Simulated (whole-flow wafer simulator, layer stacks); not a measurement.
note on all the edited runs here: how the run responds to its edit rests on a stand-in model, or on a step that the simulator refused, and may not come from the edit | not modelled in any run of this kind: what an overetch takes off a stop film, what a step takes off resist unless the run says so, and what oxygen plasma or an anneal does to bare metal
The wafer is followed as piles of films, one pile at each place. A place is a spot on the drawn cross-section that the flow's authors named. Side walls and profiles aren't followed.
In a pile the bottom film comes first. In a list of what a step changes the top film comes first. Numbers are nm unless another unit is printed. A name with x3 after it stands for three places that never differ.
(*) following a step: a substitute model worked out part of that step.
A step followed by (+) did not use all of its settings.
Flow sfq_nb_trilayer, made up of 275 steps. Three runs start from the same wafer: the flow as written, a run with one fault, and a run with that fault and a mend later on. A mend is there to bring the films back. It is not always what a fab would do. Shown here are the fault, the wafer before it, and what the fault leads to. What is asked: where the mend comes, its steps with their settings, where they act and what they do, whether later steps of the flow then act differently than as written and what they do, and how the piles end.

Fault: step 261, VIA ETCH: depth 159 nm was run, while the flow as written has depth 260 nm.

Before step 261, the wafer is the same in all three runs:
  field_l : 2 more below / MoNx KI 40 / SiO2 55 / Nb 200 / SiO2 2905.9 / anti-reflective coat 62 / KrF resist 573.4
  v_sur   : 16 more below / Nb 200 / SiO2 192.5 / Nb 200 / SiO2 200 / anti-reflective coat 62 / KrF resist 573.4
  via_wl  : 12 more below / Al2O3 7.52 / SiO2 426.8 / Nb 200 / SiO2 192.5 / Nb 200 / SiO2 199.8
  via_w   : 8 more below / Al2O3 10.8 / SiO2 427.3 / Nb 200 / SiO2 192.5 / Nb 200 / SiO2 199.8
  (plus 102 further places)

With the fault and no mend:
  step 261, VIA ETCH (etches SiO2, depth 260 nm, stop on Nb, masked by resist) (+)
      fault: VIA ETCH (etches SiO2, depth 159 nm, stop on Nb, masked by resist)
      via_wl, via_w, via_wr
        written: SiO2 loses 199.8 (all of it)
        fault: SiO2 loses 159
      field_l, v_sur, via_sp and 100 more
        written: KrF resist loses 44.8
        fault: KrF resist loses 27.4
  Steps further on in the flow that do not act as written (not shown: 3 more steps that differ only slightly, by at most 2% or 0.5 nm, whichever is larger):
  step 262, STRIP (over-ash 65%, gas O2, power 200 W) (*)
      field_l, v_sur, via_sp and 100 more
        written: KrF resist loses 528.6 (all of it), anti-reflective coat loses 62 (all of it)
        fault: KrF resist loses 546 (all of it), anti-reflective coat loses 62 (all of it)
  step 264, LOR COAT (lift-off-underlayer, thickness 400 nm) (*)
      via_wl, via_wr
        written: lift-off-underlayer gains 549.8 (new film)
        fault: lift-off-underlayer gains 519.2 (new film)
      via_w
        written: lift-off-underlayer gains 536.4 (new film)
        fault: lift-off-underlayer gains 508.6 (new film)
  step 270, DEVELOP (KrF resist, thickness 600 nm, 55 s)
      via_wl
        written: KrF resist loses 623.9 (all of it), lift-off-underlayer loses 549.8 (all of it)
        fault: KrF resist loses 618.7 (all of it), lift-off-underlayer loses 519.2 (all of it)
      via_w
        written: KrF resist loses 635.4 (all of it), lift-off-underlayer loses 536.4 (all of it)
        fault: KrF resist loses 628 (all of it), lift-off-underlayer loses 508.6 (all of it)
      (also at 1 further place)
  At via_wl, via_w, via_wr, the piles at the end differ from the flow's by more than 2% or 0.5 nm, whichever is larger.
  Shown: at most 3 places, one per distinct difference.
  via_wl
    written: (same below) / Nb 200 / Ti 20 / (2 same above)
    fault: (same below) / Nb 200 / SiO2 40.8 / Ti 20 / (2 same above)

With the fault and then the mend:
  After step 262 comes the mend.
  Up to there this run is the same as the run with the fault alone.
  step 262a, COAT (anti-reflective coat, thickness 62 nm) (*) (the flow's step 254, run once more)
      p4_fl x3, p4_w1 x9, p4_g1 x2 and 63 more
        anti-reflective coat gains 62 (new film)
      r_sur, res, r_end and 9 more
        anti-reflective coat gains 61.7 (new film)
      ce_l, c5j, ce_r, sp_r, be_r
        anti-reflective coat gains 61.6 (new film)
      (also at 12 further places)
  step 262b, COAT (KrF resist, thickness 650 nm) (*) (the flow's step 255, run once more)
      p4_fl x3, p4_w1 x9, p4_g1 x2 and 63 more
        KrF resist gains 650 (new film)
      moat, field_r, lsp_l, ln_m5, lsp_m, ln_m6, lsp_r, l0_sur
        KrF resist gains 649.4 (new film)
      r_sur, res, r_end, l0v
        KrF resist gains 649.3 (new film)
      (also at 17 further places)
  step 262c, SOFTBAKE (KrF resist) (the flow's step 256, run once more)
      leaves every film unchanged at each place that is followed
  step 262d, EXPOSE (photomask I7, dose 11.93 mJ/cm2, NA 0.6, wavelength 248 nm) (*) (the flow's step 257, run once more)
      leaves every film unchanged at each place that is followed
  step 262e, PEB (KrF resist, 90 s) (the flow's step 258, run once more)
      c5j, ce_r, sp_r and 90 more
        KrF resist loses 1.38
      v_sur, wire, be, be_sur, gap, jj_sur, ce_l
        KrF resist loses 1.37
      field_l, via_sp, via_v
        KrF resist loses 1.36
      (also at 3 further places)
  step 262f, DEVELOP (KrF resist, thickness 650 nm, 60 s) (the flow's step 259, run once more)
      field_l, v_sur, via_sp and 100 more
        KrF resist loses 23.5
      via_wl
        KrF resist loses 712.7 (all of it)
      via_w
        KrF resist loses 756.4 (all of it)
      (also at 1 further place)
  step 262g, VIA ETCH (etches anti-reflective coat, depth 125 nm, masked by resist) (+) (the flow's step 260, run once more)
      field_l, v_sur, via_sp and 100 more
        KrF resist loses 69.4
      via_wl, via_wr
        anti-reflective coat loses 125
      via_w
        anti-reflective coat loses 79.5 (all of it), SiO2 loses 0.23
  step 262h, VIA ETCH (etches SiO2, depth 101 nm, stop on Nb, masked by resist) (*) (+) (the flow's step 261, run once more with other settings)
      field_l, v_sur, via_sp and 100 more
        KrF resist loses 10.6
      via_wl, via_wr
        anti-reflective coat loses 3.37 (all of it), SiO2 loses 40.8 (all of it)
      via_w
        SiO2 loses 40.6 (all of it)
  step 262i, STRIP (over-ash 65%, gas O2, power 200 W) (*) (the flow's step 262, run once more)
      p4_fl x3, p4_w1 x9, p4_g1 x2 and 63 more
        KrF resist loses 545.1 (all of it), anti-reflective coat loses 62 (all of it)
      moat, field_r, lsp_l, ln_m5, lsp_m, ln_m6, lsp_r, l0_sur
        KrF resist loses 544.5 (all of it), anti-reflective coat loses 61.7 (all of it)
      r_sur, res, r_end, l0v
        KrF resist loses 544.4 (all of it), anti-reflective coat loses 61.7 (all of it)
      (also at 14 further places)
  Later steps of the flow that are run all act as written at every place that is followed.
  At every place that both follow, the piles at the end match the flow's.
